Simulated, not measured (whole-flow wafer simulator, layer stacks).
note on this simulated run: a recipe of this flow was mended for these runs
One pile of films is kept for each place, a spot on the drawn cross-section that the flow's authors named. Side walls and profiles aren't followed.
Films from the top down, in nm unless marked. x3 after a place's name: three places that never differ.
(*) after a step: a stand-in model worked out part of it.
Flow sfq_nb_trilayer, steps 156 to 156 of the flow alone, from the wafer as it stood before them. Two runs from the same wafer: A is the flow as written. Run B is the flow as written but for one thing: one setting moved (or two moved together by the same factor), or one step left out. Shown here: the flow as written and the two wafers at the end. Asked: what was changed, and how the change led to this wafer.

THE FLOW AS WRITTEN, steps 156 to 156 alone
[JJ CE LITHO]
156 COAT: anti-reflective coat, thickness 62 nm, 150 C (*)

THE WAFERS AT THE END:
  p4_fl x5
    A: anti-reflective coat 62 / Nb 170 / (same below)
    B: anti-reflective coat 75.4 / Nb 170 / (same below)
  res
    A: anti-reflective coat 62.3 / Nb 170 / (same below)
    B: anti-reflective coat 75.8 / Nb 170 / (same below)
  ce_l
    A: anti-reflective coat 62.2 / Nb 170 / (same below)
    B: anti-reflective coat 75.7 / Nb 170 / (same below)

The cause: step 156, COAT: thickness 75.4 nm was run, where the flow has thickness 62 nm.
It can be read off the wafer: p4_fl x5 has anti-reflective coat 75.4, and step 156 as written asks for 62 nm.

How the change led to this, step by step:
  156 COAT: anti-reflective coat, thickness 62 nm, 150 C (*)
      p4_fl x5, p4_w1 x9, p3_s0 x42, wl_j_sl x15, wl_d_m1, l0r_line_l x3, m0r_space_l x2: A anti-reflective coat +62 (new film) | B anti-reflective coat +75.4 (new film)
      res, r_end, moat, field_r, lsp_l, ln_m5, lsp_m, ln_m6: A anti-reflective coat +62.3 (new film) | B anti-reflective coat +75.8 (new film)
      (and at 21 more places)
